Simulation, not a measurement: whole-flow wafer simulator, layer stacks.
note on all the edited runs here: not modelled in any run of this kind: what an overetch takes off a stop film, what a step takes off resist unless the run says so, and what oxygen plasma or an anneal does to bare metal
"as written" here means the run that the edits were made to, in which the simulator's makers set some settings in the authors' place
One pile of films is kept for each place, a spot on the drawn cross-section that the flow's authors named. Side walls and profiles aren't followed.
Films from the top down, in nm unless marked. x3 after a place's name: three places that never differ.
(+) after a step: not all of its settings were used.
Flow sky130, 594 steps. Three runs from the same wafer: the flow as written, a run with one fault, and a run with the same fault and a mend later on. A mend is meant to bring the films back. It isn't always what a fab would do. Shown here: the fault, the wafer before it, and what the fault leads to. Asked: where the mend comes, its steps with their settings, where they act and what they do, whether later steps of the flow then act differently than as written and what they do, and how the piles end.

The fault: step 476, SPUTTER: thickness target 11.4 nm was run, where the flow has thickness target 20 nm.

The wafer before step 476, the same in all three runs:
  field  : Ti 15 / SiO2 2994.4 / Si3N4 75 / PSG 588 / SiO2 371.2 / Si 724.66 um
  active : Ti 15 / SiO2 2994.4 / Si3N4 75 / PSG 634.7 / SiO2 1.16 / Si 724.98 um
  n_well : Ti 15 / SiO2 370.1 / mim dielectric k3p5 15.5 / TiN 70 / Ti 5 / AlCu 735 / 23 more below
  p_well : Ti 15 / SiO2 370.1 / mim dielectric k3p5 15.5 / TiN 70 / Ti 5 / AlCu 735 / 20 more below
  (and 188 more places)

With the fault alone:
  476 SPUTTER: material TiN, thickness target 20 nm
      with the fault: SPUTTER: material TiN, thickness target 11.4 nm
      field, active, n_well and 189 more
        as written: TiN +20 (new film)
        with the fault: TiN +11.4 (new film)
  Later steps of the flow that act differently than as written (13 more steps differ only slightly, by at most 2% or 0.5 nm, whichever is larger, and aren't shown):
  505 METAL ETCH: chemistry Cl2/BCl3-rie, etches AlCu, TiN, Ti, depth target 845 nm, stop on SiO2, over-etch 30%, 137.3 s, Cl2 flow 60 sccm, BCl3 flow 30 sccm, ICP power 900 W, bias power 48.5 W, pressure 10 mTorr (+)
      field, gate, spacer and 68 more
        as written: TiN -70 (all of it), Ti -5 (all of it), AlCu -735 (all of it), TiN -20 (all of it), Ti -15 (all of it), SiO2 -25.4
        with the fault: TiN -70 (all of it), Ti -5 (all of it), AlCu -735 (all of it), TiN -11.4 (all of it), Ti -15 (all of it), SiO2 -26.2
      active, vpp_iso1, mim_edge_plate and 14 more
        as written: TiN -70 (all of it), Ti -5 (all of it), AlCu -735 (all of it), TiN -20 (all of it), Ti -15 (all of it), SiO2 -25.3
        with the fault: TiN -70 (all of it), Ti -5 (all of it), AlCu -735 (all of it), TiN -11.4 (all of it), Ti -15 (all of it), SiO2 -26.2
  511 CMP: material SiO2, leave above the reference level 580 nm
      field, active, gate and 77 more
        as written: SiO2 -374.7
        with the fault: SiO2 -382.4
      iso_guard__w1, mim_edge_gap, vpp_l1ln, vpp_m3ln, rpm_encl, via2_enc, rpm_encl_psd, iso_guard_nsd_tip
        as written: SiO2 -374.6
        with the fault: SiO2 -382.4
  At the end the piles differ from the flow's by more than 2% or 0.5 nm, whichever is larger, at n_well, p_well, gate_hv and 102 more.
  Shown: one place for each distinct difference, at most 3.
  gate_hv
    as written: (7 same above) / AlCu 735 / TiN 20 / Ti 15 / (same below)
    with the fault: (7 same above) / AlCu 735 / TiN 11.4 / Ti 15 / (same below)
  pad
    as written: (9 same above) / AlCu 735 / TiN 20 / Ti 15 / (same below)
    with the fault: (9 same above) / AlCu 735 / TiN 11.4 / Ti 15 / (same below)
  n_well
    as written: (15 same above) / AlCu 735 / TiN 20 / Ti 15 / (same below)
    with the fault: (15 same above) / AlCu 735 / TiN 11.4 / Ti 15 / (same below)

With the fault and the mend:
  The mend comes after step 476.
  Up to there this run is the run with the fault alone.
  476a SPUTTER: material TiN, thickness target 8.6 nm (the flow's step 476 once more, with other settings)
      field, active, n_well and 189 more
        TiN +8.6
  No later step of the flow acts differently than as written at any place that is followed.
  At the end the piles are the same as the flow's at every place that both follow.
